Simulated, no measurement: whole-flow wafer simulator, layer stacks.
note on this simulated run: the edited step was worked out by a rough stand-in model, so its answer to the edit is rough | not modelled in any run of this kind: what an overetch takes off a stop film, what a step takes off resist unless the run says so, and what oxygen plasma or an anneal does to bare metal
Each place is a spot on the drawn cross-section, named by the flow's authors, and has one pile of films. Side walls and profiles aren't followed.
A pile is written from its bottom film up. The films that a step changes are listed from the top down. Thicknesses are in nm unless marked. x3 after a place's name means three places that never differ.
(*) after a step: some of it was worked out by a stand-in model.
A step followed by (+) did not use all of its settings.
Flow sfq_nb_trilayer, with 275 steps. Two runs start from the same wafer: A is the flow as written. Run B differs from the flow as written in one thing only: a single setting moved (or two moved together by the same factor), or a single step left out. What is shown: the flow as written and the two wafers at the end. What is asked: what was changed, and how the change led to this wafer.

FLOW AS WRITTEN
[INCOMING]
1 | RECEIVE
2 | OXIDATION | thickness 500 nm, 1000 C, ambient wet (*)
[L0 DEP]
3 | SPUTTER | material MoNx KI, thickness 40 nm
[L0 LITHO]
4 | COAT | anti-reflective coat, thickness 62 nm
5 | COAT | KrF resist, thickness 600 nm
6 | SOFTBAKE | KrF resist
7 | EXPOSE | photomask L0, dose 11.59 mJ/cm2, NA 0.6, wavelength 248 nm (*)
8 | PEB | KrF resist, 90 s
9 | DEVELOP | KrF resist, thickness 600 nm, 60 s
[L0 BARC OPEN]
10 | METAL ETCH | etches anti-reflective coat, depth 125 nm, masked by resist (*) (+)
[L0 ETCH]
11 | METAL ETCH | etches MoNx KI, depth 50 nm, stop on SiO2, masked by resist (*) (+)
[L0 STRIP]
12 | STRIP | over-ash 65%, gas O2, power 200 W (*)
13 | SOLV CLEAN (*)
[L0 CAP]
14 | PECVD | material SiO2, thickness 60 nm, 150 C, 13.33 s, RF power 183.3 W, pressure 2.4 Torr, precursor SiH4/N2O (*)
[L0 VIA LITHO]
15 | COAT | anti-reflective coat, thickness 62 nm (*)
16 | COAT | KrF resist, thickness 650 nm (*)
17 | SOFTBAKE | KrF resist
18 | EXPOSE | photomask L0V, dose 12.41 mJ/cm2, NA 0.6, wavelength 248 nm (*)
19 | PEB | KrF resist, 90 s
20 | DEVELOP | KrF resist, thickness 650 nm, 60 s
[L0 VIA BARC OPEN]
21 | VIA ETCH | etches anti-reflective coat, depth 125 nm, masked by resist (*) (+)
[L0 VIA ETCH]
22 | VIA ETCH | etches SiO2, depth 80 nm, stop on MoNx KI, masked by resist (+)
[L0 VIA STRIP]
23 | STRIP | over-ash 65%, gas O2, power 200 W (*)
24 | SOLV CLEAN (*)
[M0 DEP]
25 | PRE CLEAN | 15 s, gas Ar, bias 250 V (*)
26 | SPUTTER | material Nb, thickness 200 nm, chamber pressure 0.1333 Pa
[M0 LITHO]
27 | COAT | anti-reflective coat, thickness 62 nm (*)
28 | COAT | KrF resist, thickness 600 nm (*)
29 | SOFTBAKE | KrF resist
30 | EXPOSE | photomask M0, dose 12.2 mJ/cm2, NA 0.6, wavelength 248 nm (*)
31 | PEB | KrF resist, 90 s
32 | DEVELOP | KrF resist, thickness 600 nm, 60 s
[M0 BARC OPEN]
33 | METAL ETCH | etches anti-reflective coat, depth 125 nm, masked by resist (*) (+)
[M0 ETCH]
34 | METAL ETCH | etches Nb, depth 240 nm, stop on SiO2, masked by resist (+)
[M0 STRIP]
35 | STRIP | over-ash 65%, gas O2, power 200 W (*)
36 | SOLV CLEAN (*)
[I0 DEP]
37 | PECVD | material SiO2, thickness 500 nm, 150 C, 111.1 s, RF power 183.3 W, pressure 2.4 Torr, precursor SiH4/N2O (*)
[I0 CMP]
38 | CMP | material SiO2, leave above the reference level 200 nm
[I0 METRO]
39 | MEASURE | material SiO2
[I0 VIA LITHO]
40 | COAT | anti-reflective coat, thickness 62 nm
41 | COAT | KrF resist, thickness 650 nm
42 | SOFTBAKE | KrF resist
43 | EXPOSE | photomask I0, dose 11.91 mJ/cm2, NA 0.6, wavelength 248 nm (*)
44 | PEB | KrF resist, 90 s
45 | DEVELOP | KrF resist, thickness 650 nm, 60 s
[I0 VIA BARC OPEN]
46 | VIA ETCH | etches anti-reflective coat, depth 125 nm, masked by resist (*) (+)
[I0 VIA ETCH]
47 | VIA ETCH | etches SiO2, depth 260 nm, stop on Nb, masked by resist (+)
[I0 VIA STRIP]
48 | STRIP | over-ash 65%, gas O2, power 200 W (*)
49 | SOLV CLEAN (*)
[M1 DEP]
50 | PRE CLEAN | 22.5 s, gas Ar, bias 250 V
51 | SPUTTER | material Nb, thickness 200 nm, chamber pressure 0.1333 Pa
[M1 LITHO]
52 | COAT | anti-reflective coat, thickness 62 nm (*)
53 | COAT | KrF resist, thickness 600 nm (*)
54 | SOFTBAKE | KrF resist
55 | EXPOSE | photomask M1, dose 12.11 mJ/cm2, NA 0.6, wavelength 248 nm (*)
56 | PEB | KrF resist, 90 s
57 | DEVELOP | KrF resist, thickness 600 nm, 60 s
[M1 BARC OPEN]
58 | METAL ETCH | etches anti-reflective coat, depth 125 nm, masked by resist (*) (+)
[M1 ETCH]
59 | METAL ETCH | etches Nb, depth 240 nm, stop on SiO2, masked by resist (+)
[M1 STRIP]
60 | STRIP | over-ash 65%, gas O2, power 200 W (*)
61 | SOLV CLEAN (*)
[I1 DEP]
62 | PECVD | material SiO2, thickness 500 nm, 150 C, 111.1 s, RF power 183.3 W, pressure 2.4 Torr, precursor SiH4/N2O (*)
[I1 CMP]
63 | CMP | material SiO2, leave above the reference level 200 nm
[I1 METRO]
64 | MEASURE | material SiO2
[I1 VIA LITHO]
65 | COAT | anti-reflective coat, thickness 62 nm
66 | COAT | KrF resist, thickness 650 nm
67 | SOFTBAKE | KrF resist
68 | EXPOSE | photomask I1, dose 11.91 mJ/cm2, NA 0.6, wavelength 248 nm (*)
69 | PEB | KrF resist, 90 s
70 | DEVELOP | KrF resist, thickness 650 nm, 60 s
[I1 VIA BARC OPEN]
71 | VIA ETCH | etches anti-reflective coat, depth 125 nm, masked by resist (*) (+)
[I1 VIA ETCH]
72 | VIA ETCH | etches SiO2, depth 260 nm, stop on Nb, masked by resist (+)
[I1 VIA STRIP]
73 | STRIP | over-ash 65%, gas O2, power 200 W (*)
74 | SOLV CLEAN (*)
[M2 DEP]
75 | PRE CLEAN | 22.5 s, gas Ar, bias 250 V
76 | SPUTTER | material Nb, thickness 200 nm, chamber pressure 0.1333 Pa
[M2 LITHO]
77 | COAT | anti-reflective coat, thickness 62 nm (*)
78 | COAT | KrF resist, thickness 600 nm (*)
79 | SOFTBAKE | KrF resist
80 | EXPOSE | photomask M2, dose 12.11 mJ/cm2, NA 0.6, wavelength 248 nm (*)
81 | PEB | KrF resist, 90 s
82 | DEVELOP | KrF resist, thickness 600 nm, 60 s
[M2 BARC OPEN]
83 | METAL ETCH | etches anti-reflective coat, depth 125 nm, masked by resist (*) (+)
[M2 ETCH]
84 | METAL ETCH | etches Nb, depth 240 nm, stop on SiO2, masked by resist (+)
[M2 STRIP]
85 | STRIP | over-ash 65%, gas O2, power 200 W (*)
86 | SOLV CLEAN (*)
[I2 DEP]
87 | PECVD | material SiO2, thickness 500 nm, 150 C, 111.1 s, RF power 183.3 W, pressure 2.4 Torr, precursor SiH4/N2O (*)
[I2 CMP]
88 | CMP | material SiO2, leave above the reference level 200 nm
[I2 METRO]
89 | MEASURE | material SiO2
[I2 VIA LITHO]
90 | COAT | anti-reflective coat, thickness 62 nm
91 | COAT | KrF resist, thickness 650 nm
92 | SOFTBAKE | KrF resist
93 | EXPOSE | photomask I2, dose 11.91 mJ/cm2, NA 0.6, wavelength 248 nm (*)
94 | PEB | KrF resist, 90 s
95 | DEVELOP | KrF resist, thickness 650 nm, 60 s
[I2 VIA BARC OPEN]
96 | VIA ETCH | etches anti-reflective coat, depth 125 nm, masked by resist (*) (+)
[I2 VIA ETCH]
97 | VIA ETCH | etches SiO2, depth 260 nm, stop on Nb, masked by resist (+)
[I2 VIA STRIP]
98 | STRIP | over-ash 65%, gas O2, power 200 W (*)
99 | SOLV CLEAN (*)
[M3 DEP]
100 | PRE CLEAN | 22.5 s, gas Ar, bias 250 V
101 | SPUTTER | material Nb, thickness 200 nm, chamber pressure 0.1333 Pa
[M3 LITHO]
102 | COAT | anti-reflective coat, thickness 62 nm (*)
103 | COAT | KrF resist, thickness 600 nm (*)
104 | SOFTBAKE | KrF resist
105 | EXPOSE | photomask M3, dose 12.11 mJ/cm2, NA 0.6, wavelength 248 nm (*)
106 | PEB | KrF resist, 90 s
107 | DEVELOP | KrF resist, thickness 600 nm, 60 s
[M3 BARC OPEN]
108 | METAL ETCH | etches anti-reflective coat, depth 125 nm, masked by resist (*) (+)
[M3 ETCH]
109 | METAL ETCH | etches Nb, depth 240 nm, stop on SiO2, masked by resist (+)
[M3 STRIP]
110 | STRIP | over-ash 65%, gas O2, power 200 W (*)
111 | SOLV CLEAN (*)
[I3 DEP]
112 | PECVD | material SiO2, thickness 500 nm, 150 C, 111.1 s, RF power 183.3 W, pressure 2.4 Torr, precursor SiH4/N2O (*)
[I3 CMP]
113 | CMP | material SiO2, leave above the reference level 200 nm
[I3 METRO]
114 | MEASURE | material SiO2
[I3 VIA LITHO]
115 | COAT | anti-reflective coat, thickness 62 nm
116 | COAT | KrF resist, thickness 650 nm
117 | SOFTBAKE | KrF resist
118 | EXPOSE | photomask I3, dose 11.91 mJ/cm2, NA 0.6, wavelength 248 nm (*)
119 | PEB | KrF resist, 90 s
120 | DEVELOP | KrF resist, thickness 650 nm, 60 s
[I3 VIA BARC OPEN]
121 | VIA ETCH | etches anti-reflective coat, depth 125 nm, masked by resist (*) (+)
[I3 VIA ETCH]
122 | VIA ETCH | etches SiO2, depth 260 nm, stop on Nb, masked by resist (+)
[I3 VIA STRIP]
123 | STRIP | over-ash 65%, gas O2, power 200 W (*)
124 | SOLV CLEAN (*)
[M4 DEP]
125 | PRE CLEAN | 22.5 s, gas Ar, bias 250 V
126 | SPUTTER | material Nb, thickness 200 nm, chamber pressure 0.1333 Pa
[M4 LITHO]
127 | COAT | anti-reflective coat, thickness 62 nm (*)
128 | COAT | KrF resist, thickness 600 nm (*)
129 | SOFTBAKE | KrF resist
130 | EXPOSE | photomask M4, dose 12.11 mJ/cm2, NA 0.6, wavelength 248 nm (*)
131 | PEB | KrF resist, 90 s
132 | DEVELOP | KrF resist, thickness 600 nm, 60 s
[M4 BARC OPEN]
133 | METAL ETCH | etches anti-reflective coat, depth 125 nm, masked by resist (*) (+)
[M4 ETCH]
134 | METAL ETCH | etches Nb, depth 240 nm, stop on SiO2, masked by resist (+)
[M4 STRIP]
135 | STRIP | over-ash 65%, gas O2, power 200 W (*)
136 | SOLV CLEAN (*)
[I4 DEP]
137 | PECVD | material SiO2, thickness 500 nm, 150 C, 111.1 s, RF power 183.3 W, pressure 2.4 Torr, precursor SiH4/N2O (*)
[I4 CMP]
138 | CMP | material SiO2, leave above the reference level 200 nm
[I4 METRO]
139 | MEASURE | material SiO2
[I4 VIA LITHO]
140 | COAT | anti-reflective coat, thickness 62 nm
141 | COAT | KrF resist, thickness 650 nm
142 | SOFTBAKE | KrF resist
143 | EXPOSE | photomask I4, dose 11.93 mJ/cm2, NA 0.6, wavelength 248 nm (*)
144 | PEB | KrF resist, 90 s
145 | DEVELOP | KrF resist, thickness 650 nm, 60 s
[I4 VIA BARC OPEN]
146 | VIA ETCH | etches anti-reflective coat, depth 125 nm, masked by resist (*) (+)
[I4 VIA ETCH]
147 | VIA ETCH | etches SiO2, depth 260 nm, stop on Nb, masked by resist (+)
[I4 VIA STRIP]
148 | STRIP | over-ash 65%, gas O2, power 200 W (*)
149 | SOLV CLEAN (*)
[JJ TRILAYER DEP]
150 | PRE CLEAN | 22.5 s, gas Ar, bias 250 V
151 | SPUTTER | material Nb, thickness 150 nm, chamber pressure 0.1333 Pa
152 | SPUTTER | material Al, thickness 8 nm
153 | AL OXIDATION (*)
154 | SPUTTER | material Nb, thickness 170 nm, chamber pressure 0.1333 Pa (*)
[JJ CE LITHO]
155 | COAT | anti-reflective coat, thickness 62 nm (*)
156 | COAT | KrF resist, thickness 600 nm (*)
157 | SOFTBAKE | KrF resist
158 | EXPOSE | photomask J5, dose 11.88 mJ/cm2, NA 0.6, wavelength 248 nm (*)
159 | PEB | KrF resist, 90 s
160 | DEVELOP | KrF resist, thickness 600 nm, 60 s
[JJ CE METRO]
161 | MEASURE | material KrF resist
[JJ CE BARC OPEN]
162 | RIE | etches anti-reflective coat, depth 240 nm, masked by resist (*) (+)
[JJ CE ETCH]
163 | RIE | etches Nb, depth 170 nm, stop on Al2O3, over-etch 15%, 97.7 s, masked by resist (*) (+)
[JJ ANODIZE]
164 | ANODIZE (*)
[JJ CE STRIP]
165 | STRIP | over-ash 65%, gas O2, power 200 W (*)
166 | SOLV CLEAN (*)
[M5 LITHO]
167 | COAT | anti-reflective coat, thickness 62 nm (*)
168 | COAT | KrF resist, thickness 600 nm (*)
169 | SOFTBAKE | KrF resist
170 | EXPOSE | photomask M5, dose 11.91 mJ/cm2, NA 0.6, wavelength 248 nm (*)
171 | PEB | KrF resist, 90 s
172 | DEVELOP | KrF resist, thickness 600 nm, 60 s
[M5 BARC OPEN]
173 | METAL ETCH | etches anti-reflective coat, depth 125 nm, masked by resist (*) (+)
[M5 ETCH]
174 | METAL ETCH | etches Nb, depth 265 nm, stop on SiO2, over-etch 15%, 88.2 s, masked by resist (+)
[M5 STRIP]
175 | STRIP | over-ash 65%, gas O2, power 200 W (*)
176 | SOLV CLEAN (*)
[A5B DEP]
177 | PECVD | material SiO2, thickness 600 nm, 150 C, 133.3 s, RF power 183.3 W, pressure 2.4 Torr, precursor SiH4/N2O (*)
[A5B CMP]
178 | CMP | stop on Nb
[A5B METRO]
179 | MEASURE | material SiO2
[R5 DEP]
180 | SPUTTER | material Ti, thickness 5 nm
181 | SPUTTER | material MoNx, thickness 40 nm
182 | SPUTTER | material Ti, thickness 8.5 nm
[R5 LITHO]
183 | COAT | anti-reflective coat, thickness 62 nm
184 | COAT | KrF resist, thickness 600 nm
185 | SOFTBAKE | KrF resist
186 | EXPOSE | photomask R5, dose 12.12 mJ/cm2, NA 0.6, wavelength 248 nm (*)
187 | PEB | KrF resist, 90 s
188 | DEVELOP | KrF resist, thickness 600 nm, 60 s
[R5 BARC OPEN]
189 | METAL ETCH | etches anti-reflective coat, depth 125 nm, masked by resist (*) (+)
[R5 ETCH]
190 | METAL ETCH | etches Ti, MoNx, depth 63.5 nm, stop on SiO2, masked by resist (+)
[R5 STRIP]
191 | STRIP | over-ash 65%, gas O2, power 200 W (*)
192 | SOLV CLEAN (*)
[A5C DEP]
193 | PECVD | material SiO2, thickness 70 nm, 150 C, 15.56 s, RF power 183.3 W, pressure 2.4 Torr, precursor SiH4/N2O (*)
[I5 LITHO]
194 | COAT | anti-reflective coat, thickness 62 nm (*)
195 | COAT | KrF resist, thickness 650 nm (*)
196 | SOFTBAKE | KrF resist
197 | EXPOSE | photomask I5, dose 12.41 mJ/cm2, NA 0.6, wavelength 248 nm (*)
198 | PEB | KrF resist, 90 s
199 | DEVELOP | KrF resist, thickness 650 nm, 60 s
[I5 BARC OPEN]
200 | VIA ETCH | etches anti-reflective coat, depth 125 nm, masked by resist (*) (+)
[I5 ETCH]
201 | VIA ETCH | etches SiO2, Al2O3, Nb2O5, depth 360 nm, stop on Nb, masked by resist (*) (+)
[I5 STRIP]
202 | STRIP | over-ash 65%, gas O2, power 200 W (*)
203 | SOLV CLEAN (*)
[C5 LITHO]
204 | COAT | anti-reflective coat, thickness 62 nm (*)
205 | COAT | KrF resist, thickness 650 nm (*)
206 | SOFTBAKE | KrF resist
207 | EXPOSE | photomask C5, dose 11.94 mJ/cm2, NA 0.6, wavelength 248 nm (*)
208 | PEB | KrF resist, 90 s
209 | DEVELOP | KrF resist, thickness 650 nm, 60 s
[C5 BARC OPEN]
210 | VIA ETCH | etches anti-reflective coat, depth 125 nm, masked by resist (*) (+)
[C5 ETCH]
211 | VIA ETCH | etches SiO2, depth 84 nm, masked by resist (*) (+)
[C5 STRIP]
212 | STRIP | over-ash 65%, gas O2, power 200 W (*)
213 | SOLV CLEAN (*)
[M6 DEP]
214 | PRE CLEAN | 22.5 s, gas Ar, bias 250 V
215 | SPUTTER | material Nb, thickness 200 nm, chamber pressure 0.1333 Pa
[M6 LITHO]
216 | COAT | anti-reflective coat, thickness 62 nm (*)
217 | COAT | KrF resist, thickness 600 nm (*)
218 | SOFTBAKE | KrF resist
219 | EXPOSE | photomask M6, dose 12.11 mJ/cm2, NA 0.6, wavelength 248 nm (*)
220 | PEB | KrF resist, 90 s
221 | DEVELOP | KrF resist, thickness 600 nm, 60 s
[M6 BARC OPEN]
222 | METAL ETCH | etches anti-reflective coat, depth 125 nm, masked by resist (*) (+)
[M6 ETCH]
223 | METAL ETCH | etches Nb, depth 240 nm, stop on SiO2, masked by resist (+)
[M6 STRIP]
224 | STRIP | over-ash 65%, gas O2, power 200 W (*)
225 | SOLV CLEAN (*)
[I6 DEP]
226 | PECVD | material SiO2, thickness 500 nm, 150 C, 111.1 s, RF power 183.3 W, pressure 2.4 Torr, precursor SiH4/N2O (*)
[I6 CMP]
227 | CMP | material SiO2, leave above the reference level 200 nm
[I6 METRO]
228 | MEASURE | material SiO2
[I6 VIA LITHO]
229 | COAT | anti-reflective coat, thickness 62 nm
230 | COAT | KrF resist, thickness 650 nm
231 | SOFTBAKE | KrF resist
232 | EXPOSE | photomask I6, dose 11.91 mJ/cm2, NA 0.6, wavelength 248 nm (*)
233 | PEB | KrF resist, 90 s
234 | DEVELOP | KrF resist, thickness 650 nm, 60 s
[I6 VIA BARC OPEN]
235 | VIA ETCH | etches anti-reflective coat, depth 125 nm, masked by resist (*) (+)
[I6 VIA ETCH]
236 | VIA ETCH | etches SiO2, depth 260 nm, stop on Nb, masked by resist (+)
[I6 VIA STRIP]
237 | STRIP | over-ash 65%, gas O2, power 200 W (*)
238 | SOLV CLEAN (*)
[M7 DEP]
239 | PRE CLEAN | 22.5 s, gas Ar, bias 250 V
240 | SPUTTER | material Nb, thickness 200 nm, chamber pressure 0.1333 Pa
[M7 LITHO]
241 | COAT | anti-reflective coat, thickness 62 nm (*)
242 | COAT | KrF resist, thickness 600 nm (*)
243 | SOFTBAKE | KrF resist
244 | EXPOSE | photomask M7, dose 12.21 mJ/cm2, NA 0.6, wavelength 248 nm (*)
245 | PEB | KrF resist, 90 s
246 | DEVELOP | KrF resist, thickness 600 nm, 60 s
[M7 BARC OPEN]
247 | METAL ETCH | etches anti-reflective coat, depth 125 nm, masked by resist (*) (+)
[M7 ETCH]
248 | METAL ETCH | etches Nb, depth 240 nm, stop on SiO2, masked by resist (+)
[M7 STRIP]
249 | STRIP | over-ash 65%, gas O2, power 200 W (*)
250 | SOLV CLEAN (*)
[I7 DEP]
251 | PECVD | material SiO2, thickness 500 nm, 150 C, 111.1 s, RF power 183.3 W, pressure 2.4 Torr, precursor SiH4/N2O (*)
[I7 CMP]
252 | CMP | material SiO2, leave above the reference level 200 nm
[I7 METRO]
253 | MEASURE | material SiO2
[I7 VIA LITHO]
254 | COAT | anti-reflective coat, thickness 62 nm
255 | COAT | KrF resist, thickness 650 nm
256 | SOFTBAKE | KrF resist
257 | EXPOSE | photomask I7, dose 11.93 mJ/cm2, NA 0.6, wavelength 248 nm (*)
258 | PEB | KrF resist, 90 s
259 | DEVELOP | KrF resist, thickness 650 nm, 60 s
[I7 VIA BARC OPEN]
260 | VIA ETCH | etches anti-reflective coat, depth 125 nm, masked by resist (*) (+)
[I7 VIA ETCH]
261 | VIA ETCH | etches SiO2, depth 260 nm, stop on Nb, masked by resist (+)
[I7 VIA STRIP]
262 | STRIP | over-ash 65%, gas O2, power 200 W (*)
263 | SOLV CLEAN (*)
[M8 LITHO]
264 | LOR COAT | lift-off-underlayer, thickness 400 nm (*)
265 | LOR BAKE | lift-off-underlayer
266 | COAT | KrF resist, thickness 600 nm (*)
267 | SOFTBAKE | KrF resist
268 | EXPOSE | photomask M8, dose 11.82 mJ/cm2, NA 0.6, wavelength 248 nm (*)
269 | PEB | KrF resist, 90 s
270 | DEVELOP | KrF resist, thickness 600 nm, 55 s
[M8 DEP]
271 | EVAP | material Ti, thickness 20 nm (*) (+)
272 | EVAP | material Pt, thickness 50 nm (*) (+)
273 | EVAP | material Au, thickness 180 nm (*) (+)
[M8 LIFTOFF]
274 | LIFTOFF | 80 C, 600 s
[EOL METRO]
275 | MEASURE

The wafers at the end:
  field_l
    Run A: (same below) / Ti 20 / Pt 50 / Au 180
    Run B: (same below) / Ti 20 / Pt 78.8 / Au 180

Cause: step 272, EVAP: thickness 78.8 nm was run, whereas the flow has thickness 50 nm.
The wafer itself shows it: field_l has Pt 78.8, and step 272 as written asks for 50 nm.

Step by step, how the change led to this:
  272 | EVAP | material Pt, thickness 50 nm (*) (+)
      field_l, v_sur, via_wl and 103 more: A +50 Pt (new film) | B +78.8 Pt (new film)
  274 | LIFTOFF | 80 C, 600 s
      p4_fl, p4_fm, p4_w1 and 71 more: A -180 Au (all of it), -50 Pt (all of it), -20 Ti (all of it), -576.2 KrF resist (all of it), -400 lift-off-underlayer (all of it) | B -180 Au (all of it), -78.8 Pt (all of it), -20 Ti (all of it), -576.2 KrF resist (all of it), -400 lift-off-underlayer (all of it)
      c5j, ce_r: A -180 Au (all of it), -50 Pt (all of it), -20 Ti (all of it), -573.3 KrF resist (all of it), -399.3 lift-off-underlayer (all of it) | B -180 Au (all of it), -78.8 Pt (all of it), -20 Ti (all of it), -573.3 KrF resist (all of it), -399.3 lift-off-underlayer (all of it)
      (also at 19 further places)
